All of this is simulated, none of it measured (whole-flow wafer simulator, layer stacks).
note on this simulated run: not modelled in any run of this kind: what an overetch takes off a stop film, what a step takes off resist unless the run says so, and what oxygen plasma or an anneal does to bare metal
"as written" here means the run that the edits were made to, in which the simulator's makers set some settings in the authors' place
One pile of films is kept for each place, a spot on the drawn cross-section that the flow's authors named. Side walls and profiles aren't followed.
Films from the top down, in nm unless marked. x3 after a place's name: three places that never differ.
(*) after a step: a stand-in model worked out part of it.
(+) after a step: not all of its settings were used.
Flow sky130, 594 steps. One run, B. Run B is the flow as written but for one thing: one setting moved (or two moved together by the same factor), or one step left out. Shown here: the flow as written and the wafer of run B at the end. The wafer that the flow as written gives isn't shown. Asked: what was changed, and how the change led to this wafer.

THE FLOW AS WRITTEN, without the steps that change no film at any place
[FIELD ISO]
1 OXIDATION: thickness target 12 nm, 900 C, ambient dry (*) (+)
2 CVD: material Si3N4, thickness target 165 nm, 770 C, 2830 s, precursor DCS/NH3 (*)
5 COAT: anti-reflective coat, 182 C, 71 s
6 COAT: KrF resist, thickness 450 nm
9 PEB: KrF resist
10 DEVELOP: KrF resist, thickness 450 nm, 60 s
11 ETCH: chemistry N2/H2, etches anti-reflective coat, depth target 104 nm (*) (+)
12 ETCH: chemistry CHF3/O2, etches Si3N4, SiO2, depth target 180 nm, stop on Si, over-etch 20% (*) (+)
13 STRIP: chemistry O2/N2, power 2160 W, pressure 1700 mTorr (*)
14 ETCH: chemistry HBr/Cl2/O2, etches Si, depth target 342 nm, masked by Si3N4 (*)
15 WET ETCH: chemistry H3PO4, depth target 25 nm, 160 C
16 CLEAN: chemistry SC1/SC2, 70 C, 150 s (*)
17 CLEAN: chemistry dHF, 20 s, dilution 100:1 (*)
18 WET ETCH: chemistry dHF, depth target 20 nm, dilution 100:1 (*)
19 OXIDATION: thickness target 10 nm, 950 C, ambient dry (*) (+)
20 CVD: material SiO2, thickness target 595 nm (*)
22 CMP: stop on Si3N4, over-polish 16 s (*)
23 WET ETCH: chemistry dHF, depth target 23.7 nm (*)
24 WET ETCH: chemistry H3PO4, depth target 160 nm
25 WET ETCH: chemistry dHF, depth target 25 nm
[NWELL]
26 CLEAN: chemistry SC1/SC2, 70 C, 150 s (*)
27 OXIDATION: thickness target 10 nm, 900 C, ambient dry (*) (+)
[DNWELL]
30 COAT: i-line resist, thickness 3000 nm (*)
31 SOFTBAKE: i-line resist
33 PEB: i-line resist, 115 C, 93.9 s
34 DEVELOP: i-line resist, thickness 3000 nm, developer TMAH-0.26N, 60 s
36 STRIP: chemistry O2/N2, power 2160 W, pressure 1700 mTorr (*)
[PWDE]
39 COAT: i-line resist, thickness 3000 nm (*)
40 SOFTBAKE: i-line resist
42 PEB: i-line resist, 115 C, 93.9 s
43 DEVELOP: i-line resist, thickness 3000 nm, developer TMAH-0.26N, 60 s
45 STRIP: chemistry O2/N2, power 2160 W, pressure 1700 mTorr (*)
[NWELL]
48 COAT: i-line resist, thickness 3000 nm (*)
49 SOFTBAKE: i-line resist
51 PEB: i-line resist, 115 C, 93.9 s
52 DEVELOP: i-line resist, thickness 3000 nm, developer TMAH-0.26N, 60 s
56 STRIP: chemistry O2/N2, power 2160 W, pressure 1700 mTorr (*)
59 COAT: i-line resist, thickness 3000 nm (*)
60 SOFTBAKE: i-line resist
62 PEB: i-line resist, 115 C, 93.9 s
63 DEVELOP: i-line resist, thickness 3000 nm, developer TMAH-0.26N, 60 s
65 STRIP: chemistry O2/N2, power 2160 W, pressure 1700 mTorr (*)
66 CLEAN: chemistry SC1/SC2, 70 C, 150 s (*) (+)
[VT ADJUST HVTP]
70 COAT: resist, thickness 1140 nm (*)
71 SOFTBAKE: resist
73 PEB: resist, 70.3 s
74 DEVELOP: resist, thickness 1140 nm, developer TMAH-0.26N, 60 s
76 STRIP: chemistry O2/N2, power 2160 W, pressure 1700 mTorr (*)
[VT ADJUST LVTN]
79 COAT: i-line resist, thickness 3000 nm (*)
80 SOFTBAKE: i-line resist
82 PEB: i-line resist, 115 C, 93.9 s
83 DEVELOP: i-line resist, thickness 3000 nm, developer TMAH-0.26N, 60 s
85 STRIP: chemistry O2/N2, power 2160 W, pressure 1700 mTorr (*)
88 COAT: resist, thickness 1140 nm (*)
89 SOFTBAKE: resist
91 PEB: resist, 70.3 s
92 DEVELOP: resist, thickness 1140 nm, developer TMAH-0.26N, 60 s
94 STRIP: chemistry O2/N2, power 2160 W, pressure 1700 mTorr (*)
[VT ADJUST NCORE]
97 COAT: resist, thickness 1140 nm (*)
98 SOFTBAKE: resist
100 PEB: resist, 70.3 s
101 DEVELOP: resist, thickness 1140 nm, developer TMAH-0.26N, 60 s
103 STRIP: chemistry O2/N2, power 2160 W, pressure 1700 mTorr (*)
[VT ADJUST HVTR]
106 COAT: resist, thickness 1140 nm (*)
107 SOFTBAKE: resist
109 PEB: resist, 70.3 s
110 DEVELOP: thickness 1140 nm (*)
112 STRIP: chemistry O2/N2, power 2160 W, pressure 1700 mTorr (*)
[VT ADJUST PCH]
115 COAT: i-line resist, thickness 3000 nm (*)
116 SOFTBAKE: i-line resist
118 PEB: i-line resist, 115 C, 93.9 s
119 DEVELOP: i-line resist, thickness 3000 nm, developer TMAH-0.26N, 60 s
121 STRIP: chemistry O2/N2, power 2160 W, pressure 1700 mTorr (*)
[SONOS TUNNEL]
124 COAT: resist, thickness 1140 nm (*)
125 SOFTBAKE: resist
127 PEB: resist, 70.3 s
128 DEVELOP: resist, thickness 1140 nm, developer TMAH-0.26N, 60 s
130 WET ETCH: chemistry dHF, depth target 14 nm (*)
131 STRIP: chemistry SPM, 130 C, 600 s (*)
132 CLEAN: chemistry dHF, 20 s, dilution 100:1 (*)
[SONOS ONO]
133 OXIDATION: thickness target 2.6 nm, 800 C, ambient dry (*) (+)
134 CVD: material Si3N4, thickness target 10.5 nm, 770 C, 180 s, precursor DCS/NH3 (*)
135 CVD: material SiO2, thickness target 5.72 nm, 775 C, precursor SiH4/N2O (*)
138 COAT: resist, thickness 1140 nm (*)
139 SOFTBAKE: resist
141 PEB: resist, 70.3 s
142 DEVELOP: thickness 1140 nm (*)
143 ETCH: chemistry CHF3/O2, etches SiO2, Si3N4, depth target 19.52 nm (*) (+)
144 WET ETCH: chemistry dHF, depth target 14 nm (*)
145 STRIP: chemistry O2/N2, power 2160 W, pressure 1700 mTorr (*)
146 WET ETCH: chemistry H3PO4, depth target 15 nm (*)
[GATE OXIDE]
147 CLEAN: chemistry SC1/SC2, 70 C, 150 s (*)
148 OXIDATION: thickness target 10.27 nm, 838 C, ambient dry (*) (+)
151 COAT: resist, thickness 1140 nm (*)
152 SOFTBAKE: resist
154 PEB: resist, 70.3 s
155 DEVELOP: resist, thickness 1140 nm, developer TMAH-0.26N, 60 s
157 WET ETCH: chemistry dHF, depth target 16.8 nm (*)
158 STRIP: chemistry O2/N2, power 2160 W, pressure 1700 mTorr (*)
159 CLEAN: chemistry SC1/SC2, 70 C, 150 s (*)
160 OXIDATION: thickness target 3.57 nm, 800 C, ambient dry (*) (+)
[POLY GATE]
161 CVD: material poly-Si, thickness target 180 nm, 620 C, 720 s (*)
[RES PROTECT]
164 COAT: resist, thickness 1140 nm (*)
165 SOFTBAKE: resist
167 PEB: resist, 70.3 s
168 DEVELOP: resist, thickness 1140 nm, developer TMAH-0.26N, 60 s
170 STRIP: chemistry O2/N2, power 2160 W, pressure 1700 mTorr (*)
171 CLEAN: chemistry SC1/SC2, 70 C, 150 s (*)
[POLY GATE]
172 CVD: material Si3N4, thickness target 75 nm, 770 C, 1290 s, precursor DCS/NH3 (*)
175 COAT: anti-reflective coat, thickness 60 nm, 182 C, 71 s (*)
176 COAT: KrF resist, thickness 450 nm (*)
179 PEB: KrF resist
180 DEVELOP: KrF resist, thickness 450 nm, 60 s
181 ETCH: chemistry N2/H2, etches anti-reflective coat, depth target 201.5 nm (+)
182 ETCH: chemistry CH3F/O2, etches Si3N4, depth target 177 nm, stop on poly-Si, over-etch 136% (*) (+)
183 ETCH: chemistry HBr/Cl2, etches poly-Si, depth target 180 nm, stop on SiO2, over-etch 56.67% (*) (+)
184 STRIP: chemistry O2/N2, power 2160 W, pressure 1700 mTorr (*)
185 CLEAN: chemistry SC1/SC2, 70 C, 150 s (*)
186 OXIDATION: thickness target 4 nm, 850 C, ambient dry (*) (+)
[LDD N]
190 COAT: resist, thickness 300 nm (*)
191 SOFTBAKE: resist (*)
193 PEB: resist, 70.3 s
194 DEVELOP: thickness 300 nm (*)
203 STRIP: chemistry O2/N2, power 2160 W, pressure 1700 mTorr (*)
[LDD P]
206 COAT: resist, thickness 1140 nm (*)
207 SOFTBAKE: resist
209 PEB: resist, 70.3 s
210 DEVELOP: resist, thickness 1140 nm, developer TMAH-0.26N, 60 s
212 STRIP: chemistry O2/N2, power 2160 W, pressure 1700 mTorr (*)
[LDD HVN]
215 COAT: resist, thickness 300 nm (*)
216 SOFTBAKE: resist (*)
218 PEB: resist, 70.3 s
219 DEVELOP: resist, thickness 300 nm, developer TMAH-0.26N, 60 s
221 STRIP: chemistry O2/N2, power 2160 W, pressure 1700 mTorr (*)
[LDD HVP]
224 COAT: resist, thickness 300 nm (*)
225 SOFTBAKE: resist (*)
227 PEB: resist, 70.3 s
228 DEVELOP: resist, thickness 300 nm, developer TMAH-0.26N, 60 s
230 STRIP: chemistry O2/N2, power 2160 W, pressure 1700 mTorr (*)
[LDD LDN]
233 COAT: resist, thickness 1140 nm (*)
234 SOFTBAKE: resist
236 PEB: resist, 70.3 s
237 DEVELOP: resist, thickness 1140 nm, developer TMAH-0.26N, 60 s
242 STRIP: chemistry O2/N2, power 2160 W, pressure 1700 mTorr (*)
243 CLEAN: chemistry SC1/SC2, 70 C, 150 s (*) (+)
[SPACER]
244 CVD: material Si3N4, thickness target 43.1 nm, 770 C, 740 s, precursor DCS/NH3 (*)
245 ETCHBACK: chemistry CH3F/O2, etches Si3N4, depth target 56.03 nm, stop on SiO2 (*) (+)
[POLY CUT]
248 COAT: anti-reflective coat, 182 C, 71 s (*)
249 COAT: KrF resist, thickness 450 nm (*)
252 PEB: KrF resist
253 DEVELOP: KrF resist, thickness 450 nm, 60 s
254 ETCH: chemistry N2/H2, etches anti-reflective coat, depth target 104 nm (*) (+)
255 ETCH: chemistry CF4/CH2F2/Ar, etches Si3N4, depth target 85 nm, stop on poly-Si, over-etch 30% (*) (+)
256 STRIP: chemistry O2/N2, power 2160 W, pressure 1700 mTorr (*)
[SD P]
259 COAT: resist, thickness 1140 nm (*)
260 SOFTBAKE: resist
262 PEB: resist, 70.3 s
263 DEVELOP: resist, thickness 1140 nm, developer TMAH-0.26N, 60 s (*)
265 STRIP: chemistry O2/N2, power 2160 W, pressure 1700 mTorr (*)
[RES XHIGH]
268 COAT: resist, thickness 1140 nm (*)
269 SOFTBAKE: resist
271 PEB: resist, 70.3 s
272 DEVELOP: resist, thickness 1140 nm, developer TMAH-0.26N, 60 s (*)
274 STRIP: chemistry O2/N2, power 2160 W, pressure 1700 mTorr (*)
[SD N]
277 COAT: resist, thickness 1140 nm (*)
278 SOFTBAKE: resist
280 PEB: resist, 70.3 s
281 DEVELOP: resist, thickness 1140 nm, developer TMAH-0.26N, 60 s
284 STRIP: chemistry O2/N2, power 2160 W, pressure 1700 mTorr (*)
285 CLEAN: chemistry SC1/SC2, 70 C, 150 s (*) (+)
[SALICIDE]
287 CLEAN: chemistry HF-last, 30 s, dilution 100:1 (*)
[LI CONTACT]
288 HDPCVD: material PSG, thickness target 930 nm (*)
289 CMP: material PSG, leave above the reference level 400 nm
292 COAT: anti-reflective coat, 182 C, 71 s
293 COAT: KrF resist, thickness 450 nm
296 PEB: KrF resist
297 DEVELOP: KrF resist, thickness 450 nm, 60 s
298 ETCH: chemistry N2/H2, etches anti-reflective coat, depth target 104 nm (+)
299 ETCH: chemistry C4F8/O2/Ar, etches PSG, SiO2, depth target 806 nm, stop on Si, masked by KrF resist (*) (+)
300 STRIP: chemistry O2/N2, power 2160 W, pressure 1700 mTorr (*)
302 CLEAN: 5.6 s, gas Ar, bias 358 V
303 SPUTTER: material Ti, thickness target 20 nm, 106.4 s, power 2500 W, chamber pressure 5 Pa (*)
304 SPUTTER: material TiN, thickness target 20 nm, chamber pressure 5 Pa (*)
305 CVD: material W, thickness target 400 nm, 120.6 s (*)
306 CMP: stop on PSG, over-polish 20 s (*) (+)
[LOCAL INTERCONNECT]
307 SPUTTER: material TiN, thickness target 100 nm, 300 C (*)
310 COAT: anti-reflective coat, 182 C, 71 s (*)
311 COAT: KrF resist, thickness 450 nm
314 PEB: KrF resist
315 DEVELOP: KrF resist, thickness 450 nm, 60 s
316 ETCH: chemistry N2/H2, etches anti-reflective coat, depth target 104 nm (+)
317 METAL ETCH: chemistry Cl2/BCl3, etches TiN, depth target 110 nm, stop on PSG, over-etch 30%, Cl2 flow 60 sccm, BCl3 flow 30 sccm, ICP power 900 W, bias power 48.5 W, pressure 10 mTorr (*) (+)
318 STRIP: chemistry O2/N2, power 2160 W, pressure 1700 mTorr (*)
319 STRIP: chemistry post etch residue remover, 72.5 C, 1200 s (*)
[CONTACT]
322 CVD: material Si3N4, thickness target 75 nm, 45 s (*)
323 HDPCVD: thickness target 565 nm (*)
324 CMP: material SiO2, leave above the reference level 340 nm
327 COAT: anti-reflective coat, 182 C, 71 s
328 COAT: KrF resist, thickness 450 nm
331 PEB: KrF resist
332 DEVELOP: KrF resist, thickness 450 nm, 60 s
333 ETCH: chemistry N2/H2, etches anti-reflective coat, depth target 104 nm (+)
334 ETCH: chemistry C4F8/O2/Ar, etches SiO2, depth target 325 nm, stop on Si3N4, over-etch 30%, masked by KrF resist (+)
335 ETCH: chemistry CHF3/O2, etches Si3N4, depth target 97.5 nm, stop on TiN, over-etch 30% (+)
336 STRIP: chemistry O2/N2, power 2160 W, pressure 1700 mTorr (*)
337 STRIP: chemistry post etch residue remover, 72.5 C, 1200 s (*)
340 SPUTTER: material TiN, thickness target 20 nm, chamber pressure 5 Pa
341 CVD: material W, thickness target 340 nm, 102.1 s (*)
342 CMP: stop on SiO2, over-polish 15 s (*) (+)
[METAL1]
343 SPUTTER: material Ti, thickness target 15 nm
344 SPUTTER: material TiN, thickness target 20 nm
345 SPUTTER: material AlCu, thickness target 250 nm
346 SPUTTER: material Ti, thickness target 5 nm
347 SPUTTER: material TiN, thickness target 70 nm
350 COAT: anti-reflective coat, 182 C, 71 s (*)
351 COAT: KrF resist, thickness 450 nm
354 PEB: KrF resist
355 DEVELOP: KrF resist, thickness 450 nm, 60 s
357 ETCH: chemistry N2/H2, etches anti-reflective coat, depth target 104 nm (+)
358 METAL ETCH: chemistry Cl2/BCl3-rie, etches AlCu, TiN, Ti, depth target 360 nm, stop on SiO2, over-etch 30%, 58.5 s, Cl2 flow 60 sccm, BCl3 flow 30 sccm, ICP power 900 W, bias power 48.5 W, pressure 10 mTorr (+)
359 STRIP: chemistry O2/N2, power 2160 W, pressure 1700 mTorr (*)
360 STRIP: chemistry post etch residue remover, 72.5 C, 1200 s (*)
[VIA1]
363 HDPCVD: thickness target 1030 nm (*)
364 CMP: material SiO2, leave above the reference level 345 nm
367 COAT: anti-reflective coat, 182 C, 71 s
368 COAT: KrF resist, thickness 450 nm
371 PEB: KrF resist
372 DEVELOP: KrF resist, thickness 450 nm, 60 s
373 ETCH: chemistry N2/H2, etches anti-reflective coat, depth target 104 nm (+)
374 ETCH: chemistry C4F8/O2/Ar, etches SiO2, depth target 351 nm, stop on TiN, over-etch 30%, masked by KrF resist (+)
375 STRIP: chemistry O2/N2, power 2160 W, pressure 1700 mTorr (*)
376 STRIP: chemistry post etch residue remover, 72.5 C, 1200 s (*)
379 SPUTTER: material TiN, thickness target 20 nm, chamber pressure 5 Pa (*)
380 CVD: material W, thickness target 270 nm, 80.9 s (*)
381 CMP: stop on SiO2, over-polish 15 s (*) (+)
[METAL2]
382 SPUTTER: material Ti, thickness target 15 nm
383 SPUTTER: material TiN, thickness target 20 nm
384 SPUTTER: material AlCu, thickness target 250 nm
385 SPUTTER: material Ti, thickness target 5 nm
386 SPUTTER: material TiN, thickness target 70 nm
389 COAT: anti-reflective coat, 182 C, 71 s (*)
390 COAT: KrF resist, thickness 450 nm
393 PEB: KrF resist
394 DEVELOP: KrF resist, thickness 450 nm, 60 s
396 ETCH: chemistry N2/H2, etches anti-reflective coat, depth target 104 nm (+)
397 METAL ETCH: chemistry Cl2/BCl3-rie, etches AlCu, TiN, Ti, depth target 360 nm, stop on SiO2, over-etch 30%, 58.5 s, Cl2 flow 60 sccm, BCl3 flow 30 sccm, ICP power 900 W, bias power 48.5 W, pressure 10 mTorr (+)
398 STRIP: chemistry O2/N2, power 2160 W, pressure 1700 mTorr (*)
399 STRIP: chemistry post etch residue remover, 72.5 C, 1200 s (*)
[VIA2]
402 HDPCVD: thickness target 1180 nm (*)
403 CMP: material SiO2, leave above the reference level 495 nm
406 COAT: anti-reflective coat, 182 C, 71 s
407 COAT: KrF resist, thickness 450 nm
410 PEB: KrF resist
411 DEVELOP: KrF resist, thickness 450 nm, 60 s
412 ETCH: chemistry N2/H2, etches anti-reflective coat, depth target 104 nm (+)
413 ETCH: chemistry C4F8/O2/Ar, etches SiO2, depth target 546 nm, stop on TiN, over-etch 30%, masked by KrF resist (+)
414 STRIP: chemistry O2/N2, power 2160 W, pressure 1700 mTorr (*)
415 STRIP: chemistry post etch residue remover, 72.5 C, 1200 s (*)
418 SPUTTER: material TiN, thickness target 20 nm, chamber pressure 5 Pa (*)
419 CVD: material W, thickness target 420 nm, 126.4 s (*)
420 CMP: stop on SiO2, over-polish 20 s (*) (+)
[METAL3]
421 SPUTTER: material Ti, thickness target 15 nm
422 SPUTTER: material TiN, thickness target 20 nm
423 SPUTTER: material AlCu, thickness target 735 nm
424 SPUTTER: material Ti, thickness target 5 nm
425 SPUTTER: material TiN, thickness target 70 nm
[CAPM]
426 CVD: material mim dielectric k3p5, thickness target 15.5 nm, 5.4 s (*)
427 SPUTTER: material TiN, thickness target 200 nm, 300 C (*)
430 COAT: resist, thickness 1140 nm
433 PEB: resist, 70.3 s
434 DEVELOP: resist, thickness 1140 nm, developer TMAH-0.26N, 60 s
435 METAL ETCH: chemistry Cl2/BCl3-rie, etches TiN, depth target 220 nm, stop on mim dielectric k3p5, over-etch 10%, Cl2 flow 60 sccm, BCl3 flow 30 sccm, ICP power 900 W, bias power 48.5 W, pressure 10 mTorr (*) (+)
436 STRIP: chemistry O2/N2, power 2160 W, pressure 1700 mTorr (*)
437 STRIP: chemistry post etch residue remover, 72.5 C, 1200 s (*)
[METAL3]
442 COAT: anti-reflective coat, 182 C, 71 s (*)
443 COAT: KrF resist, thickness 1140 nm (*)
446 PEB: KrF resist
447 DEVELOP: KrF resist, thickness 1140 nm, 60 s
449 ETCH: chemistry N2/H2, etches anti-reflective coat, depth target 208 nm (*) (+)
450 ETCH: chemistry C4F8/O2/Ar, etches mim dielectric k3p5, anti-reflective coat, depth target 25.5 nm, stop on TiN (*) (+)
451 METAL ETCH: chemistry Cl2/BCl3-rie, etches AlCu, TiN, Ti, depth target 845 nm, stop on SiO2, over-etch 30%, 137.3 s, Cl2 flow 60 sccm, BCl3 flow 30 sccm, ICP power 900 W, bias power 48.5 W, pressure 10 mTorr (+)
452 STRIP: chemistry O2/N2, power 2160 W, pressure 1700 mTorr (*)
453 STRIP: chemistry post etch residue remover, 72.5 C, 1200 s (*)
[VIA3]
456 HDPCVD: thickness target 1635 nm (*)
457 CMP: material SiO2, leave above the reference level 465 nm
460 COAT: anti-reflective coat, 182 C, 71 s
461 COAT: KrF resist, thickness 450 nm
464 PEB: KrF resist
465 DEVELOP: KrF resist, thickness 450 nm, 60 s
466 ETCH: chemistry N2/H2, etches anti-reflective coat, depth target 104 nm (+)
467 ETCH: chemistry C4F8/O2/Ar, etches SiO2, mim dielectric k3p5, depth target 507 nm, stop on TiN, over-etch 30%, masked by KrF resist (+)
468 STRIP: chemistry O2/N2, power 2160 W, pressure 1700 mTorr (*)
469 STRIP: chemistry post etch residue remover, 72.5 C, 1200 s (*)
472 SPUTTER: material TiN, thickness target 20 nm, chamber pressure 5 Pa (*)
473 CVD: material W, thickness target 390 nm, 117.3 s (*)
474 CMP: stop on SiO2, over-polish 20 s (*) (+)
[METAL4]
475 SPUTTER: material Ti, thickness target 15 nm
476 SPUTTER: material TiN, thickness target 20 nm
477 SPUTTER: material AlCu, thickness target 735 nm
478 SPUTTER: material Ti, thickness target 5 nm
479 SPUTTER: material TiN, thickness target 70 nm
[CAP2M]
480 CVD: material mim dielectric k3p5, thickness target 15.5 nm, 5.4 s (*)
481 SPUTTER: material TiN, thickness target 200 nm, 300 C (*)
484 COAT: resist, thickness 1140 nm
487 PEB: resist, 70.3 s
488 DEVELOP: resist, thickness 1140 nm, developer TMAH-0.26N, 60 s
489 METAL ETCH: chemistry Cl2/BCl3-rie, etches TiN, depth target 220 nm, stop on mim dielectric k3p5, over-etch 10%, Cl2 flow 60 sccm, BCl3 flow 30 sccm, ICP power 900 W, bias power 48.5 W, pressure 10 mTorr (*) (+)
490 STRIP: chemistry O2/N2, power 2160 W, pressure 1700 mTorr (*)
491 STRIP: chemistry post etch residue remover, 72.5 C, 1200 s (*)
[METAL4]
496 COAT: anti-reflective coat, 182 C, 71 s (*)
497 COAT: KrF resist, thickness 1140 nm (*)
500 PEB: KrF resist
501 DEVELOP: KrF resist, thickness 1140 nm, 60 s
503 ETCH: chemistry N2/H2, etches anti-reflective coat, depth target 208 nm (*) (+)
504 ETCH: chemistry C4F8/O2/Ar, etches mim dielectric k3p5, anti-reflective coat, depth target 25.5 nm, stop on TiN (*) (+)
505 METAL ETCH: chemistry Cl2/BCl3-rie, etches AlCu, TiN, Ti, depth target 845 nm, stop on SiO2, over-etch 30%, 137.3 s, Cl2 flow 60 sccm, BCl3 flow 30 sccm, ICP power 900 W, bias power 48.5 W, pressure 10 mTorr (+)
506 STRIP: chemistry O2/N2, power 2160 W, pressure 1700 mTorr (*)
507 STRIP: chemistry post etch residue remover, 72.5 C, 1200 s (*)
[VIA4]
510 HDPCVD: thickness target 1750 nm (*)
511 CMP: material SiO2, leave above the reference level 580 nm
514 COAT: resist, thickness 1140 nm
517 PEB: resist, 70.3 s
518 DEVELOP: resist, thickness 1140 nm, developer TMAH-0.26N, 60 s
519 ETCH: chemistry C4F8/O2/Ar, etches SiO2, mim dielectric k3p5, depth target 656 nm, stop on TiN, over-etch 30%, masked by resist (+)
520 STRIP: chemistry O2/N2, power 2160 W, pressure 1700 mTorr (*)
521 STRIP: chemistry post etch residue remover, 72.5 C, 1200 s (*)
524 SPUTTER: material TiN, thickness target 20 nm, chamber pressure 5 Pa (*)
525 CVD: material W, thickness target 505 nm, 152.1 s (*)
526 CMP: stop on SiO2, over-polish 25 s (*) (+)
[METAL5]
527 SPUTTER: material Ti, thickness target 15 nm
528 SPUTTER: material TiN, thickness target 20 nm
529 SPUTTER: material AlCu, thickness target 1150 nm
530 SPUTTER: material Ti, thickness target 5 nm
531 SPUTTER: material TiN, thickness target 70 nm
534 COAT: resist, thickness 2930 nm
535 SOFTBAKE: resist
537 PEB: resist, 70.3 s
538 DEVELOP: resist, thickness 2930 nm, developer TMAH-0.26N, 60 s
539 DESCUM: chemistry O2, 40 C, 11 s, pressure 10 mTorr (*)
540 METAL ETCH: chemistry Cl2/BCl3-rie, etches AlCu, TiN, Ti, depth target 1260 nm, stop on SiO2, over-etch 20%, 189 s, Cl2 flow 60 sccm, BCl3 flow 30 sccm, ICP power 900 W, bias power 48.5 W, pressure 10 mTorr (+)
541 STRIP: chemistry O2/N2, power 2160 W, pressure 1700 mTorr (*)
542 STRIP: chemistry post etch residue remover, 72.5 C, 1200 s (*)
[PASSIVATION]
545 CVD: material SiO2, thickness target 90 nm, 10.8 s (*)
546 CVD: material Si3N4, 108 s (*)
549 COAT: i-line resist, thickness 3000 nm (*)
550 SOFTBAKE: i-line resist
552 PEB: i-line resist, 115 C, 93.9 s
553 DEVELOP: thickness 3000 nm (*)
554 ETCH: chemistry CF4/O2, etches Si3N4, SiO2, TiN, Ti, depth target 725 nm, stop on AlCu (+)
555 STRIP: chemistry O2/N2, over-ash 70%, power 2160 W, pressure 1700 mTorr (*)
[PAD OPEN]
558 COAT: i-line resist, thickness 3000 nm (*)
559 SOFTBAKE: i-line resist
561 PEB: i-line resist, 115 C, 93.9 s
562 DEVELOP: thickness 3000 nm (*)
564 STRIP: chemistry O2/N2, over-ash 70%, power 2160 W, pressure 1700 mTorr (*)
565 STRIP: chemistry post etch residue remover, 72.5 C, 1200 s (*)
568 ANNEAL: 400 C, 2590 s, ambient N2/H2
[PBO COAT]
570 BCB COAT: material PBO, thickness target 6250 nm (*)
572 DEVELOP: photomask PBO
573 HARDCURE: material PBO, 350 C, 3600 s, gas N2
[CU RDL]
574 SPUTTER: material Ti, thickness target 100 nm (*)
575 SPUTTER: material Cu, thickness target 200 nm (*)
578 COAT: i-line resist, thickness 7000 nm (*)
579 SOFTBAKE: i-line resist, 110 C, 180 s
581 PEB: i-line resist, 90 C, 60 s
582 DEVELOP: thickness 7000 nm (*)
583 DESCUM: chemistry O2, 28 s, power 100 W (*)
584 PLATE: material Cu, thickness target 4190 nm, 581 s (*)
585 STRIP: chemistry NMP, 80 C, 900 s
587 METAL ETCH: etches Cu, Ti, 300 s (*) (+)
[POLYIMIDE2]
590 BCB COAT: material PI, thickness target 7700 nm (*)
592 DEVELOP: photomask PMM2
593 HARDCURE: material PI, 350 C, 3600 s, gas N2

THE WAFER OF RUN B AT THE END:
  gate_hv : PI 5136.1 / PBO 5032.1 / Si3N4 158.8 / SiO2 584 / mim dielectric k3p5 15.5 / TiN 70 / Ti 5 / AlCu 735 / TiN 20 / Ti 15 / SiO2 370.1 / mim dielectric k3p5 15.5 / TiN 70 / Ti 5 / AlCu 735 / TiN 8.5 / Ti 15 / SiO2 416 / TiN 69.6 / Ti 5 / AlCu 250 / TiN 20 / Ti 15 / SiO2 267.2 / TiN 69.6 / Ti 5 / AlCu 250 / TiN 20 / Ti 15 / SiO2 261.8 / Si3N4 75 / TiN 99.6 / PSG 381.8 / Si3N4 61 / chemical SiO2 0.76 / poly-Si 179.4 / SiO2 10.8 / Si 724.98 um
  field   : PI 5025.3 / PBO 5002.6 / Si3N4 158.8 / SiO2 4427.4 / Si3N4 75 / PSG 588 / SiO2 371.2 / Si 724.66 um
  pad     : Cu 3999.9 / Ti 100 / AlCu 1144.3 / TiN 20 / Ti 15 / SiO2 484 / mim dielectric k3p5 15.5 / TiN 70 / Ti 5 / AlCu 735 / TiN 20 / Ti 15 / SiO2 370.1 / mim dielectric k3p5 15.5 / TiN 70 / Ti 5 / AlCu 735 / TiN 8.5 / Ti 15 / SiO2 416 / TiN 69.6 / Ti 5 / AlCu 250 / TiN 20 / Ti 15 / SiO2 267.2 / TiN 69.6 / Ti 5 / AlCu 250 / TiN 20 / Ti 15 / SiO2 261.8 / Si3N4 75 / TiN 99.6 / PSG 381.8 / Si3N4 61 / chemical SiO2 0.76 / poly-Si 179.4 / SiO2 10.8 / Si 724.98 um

The cause: step 422, SPUTTER: thickness target 8.5 nm was run, where the flow has thickness target 20 nm.
It can be read off the wafer: gate_hv has TiN 8.5, and step 422 as written asks for 20 nm.

How the change led to this, step by step:
  422 SPUTTER: material TiN, thickness target 20 nm
      field, active, n_well and 188 more: TiN +8.5 (new film) (as written it would be: TiN +20 (new film))
  451 METAL ETCH: chemistry Cl2/BCl3-rie, etches AlCu, TiN, Ti, depth target 845 nm, stop on SiO2, over-etch 30%, 137.3 s, Cl2 flow 60 sccm, BCl3 flow 30 sccm, ICP power 900 W, bias power 48.5 W, pressure 10 mTorr (+)
      field, gate, spacer and 68 more: TiN -70 (all of it), Ti -5 (all of it), AlCu -735 (all of it), TiN -8.5 (all of it), Ti -15 (all of it), SiO2 -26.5 (as written it would be: TiN -70 (all of it), Ti -5 (all of it), AlCu -735 (all of it), TiN -20 (all of it), Ti -15 (all of it), SiO2 -25.4)
      active, vpp_ln, vpp_iso2 and 11 more: TiN -70 (all of it), Ti -5 (all of it), AlCu -735 (all of it), TiN -8.5 (all of it), Ti -15 (all of it), SiO2 -26.5 (as written it would be: TiN -70 (all of it), Ti -5 (all of it), AlCu -735 (all of it), TiN -20 (all of it), Ti -15 (all of it), SiO2 -25.3)
  457 CMP: material SiO2, leave above the reference level 465 nm
      field, active, gate and 82 more: SiO2 -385 (as written it would be: SiO2 -374.7)
